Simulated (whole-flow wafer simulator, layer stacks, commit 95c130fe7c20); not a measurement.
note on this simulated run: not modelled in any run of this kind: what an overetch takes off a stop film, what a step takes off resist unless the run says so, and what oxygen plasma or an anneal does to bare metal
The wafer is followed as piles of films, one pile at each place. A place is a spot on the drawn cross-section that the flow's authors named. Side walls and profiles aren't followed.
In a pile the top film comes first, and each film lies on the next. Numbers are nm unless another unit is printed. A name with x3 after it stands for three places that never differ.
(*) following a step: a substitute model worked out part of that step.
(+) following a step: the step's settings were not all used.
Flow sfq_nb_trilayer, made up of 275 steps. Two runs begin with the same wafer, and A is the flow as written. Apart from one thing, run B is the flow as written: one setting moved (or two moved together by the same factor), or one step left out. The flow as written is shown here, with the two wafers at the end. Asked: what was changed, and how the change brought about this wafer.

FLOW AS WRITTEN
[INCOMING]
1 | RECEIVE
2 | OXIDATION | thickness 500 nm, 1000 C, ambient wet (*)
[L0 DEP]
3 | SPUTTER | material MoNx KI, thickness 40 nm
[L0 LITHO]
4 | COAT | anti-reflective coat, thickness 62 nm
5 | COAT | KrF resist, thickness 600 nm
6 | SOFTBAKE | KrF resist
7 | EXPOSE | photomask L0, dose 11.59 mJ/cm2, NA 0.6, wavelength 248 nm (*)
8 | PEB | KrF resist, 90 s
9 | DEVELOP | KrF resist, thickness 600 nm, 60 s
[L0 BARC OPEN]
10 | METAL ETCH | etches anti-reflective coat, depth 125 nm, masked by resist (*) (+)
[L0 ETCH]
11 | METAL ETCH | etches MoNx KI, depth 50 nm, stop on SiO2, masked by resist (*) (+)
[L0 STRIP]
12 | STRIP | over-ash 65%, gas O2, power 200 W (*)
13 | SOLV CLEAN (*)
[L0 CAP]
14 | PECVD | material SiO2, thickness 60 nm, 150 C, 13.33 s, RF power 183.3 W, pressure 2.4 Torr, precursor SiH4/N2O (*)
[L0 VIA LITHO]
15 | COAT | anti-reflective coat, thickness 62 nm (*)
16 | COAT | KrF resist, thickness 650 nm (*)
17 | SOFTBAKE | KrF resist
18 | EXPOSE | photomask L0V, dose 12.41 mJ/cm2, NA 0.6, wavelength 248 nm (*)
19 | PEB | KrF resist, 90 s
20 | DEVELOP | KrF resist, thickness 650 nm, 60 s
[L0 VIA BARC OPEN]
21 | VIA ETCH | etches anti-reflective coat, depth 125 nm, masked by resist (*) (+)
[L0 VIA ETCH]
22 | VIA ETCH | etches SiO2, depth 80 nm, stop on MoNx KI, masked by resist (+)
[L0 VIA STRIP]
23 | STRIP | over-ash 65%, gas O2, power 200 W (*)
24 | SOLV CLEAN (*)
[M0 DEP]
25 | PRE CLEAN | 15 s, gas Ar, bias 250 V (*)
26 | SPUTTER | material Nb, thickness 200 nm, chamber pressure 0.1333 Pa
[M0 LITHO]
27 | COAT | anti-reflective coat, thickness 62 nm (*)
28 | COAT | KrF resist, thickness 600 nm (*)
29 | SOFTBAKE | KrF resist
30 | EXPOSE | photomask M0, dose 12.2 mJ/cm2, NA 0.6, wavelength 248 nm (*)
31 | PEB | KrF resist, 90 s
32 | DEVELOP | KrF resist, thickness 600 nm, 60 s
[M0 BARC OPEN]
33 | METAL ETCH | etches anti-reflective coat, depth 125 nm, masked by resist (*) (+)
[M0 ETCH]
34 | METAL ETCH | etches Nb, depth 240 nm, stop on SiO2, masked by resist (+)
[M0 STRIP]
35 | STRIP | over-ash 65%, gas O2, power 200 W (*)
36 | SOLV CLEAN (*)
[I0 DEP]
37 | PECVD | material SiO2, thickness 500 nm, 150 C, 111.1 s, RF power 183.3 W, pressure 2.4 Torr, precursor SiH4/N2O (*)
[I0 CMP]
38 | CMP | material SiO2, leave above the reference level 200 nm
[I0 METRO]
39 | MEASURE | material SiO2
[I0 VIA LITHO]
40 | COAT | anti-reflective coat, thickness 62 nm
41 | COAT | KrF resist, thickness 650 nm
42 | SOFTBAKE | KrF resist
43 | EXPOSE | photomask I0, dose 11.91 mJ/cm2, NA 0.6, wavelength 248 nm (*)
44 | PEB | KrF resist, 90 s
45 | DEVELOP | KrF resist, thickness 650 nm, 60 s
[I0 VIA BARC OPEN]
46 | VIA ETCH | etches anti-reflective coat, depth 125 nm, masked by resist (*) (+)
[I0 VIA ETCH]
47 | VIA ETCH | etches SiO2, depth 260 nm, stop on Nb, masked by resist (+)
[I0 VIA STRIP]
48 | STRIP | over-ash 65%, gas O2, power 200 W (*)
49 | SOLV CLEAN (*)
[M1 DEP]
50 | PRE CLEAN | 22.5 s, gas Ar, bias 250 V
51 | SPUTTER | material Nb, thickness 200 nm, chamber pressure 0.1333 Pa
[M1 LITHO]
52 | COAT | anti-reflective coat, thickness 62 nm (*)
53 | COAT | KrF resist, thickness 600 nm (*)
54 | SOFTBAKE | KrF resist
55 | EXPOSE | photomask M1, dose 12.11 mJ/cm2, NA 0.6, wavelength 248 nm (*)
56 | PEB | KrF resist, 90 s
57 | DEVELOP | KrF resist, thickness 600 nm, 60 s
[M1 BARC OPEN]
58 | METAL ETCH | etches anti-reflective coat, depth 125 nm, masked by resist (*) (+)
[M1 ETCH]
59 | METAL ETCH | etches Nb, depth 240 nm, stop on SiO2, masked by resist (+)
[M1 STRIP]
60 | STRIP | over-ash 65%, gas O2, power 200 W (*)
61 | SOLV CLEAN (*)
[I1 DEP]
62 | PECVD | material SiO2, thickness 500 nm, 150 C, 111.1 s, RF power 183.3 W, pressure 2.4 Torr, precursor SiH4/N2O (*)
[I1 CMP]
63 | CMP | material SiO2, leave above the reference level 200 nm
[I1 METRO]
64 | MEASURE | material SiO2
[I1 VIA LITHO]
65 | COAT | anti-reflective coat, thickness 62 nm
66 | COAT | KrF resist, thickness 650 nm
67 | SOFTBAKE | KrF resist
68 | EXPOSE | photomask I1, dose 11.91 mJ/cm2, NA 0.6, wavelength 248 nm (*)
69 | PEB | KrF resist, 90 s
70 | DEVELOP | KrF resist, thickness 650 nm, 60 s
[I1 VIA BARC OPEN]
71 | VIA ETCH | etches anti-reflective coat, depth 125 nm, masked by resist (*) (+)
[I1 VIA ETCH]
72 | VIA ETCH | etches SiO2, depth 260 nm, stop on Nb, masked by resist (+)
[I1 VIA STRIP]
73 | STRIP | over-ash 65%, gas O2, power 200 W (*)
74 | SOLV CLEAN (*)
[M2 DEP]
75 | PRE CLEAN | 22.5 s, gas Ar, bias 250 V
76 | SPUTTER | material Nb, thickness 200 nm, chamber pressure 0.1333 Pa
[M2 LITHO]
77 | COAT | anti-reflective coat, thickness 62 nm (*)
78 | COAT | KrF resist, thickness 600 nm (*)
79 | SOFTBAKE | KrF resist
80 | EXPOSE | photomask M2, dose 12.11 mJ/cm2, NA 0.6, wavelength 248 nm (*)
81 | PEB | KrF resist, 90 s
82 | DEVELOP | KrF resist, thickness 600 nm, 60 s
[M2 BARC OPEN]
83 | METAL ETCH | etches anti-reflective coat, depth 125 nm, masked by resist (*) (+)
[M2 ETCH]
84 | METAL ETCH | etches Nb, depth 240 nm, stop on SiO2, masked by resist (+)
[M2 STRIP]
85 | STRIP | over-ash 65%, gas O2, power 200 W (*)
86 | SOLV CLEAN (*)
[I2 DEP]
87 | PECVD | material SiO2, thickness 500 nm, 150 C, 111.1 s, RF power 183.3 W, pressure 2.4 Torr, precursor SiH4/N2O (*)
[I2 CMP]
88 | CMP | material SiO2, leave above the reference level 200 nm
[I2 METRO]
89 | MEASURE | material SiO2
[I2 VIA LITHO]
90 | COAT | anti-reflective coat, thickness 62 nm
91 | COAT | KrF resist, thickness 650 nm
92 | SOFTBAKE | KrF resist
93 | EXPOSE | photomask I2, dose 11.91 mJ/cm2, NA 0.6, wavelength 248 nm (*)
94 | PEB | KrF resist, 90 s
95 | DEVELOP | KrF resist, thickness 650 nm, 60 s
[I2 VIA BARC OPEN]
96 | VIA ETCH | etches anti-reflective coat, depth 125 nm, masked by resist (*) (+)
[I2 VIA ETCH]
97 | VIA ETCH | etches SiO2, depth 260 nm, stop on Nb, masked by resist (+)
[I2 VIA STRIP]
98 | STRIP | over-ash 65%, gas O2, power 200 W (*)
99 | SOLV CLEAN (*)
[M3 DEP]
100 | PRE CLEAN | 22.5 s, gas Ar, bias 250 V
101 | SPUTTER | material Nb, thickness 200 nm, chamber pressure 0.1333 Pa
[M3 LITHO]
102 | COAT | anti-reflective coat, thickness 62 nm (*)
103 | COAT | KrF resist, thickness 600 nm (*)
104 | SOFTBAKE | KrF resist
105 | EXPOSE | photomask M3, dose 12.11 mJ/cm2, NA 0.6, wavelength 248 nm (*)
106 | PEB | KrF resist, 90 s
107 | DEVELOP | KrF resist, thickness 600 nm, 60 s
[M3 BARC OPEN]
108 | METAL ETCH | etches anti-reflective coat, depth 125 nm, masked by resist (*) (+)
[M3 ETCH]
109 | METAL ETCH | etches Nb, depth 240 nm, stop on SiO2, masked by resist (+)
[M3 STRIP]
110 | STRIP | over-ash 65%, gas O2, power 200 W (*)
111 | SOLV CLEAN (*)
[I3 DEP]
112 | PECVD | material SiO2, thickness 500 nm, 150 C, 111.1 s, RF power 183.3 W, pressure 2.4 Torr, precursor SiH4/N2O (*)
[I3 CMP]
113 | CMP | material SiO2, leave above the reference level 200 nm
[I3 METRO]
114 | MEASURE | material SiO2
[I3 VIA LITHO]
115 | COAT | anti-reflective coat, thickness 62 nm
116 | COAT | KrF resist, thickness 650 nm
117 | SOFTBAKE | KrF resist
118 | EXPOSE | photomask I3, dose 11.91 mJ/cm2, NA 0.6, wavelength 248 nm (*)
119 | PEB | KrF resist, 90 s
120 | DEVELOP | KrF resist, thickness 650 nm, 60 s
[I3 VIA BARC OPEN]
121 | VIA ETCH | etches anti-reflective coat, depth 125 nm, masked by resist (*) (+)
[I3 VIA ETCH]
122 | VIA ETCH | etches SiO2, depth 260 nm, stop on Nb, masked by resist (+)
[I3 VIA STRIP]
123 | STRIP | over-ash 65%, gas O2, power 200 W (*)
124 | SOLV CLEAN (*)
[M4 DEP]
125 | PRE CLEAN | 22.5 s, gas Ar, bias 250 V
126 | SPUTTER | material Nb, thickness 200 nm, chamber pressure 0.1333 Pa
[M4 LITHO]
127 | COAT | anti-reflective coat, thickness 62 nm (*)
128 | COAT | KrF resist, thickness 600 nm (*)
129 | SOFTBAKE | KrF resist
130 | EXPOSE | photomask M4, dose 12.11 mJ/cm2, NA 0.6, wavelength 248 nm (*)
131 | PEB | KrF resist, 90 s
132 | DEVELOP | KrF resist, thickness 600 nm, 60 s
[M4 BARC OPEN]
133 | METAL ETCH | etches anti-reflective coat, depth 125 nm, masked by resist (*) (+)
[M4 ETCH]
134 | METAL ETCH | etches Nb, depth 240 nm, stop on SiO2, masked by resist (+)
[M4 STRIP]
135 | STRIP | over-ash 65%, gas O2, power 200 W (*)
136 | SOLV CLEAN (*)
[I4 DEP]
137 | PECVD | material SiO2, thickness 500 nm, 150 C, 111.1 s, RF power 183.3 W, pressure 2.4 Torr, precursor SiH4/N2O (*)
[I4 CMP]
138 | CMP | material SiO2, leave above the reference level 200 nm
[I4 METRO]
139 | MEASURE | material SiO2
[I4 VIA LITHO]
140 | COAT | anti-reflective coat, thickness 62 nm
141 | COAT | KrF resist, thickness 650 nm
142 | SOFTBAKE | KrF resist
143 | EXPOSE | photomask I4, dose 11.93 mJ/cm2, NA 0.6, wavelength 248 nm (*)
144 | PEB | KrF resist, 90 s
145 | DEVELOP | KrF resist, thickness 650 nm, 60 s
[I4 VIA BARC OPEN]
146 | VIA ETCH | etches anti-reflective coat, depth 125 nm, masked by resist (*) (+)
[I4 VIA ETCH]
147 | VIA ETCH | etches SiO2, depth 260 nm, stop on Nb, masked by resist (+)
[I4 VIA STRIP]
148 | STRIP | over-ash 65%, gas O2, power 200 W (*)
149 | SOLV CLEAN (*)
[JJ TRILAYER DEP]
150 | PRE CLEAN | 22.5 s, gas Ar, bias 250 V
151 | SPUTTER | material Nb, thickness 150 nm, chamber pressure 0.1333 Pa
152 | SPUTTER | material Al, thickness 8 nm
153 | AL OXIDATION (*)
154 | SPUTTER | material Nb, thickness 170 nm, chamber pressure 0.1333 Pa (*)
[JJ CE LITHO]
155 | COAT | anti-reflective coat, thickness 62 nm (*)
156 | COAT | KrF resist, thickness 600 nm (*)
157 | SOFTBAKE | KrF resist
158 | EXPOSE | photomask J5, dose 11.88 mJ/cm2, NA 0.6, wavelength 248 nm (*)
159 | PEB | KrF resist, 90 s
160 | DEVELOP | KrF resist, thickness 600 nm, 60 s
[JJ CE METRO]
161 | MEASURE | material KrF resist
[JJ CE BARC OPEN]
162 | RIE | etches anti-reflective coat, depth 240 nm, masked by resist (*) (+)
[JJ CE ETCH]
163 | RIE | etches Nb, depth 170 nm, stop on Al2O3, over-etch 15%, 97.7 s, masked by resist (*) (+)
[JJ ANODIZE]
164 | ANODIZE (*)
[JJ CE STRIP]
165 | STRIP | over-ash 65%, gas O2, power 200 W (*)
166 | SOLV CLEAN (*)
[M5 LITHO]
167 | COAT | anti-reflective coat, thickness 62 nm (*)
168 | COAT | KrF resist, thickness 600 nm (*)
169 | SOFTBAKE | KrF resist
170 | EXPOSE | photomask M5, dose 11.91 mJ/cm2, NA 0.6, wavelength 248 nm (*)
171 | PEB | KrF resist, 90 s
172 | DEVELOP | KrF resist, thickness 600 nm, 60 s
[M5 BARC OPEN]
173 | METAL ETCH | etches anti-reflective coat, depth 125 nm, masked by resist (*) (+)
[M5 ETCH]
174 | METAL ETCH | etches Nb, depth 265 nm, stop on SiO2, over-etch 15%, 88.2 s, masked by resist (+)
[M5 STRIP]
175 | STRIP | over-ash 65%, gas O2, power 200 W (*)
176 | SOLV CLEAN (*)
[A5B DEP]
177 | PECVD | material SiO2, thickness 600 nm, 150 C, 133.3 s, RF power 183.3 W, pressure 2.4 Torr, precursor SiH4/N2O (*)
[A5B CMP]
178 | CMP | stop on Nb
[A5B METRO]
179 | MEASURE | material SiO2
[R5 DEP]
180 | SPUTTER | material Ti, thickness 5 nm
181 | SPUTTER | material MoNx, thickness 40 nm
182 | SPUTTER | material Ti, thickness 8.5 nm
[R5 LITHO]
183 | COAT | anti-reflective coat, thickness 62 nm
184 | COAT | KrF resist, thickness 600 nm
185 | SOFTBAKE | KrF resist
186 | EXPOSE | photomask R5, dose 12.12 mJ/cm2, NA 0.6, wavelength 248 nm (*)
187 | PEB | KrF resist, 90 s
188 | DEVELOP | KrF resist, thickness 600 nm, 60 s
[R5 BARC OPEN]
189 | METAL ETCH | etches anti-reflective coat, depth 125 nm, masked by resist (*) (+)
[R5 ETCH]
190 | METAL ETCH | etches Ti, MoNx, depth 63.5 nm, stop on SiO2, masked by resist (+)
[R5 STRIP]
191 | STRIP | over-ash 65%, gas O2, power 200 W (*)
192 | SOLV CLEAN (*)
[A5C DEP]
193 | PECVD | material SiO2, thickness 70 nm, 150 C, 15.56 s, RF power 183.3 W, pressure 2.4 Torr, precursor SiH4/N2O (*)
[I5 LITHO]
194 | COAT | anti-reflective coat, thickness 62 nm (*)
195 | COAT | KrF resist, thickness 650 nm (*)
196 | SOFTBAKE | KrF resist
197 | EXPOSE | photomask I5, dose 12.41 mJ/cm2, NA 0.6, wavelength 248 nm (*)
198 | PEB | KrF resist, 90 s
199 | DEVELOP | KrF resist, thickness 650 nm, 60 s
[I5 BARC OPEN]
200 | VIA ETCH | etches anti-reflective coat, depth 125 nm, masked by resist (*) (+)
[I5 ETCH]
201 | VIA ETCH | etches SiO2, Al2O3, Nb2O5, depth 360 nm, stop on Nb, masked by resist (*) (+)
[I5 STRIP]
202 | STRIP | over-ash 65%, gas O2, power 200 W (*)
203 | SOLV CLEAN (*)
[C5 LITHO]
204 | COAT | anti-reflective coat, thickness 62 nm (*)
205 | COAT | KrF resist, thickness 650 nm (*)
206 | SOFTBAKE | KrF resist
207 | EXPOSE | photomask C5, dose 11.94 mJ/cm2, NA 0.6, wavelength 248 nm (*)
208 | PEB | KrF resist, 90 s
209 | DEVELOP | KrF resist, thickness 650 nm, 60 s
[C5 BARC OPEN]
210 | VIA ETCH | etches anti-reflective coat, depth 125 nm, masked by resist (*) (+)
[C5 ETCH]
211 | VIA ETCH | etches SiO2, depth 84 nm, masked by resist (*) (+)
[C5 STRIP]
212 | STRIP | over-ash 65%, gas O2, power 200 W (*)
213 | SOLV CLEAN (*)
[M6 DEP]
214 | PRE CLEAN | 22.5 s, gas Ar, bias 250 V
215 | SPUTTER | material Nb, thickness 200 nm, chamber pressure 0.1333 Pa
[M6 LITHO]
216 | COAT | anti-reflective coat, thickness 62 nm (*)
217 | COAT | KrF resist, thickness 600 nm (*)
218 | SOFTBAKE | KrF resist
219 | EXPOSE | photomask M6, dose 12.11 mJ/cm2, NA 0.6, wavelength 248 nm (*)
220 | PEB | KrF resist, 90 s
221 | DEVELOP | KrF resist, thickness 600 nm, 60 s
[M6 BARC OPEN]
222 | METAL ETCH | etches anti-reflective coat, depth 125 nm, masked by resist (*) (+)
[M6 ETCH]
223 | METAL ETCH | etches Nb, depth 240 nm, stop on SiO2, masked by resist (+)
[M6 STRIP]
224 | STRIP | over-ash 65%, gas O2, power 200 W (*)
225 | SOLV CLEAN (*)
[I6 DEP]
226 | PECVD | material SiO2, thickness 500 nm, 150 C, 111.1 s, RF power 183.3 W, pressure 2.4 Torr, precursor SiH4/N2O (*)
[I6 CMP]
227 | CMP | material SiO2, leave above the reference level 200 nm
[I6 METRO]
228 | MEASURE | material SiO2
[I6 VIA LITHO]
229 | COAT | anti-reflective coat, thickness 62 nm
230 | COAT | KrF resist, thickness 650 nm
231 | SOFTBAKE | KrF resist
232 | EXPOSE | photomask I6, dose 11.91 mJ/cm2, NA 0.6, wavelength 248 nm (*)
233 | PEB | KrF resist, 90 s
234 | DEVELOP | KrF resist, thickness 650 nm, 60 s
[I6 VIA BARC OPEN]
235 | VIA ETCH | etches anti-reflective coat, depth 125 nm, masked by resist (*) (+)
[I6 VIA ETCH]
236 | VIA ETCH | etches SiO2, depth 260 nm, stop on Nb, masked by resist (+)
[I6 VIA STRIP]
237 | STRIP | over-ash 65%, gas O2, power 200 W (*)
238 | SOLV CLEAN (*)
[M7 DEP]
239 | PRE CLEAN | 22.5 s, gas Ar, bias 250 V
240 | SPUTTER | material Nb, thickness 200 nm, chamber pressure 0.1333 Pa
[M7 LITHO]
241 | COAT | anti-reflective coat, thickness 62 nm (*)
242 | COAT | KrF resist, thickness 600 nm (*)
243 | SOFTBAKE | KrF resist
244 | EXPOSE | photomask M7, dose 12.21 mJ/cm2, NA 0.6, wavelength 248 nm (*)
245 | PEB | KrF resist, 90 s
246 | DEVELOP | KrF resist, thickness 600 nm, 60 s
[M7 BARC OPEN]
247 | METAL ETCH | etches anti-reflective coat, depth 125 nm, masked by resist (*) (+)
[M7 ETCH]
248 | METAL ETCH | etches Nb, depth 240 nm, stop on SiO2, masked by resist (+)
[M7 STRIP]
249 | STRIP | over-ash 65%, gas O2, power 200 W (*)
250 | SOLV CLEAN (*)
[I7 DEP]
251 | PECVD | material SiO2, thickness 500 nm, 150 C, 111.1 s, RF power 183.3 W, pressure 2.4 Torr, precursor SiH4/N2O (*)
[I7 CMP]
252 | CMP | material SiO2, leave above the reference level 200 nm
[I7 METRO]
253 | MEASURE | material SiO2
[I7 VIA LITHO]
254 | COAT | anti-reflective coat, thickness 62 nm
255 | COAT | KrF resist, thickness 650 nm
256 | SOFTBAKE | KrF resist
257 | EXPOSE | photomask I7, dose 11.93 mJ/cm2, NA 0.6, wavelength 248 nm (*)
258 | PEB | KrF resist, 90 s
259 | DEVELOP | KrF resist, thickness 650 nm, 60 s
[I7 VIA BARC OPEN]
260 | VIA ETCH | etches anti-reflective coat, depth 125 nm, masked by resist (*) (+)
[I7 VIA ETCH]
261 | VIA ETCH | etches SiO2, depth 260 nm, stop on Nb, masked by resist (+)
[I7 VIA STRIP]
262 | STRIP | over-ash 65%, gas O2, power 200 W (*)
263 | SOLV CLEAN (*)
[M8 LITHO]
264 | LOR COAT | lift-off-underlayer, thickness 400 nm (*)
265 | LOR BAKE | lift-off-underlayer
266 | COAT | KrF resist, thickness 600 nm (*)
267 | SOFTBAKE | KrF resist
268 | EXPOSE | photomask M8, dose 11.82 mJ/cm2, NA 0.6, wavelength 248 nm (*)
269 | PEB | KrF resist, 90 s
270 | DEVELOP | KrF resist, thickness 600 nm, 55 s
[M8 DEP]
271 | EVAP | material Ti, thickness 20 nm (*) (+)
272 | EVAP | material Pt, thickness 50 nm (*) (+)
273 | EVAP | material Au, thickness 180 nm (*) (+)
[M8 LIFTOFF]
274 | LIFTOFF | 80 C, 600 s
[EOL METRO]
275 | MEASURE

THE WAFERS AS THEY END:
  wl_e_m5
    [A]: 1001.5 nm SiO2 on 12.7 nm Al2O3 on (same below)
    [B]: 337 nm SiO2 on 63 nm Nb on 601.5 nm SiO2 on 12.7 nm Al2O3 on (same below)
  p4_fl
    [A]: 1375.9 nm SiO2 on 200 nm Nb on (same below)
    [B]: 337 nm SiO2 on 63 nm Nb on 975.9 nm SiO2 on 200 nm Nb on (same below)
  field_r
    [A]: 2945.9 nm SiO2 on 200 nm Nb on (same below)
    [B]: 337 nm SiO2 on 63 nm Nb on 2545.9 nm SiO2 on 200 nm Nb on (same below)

What caused this: step 248, METAL ETCH: depth 137 nm was run, while the flow as written has depth 240 nm.

How this came from the change, step by step:
  248 | METAL ETCH | etches Nb, depth 240 nm, stop on SiO2, masked by resist (+)
      field_l, field_r, lsp_l and 62 more: A -200 Nb (all of it) | B -137 Nb
      v_sur, via_wl, via_w and 38 more: A -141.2 KrF resist | B -80.6 KrF resist
  249 | STRIP | over-ash 65%, gas O2, power 200 W (*)
      wl_j_sl, wl_jj, wl_j_sr and 14 more: A -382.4 KrF resist (all of it), -62 anti-reflective coat (all of it) | B -443 KrF resist (all of it), -62 anti-reflective coat (all of it)
      ln_m5, lsp_m, ln_m6, lsp_r: A -381.9 KrF resist (all of it), -61.8 anti-reflective coat (all of it) | B -442.5 KrF resist (all of it), -61.8 anti-reflective coat (all of it)
      (as well as at 20 more places)
  251 | PECVD | material SiO2, thickness 500 nm, 150 C, 111.1 s, RF power 183.3 W, pressure 2.4 Torr, precursor SiH4/N2O (*)
      field_l, p4_fl, p4_fm and 56 more: A +500 SiO2 | B +500 SiO2 (new film)
      field_r, lsp_l: A +477.7 SiO2 | B +484.7 SiO2 (new film)
      (as well as at 4 more places)
  252 | CMP | material SiO2, leave above the reference level 200 nm
      field_l, p4_fl, p4_fm and 56 more: A -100 SiO2 | B -163 SiO2
      field_r, lsp_l: A -77.7 SiO2 | B -147.7 SiO2
      (as well as at 4 more places)
If metal films that touch count as one body, wl_e_m5 has 7 bodies (between them, from the top down: SiO2 601.5 / Al2O3 12.7 / Nb2O5 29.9; SiO2 192.5; SiO2 192.5; SiO2 192.5; SiO2 192.5; SiO2 192.5); the flow as written gives 6 bodies (between them, from the top down: SiO2 192.5; SiO2 192.5; SiO2 192.5; SiO2 192.5; SiO2 192.5).
If metal films that touch count as one body, p4_fl has 3 bodies (between them, from the top down: SiO2 975.9; SiO2 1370); the flow as written gives 2 bodies (between them, from the top down: SiO2 1370).
If metal films that touch count as one body, field_r has 2 bodies (between them, from the top down: SiO2 2545.9); the flow as written gives 1 body.
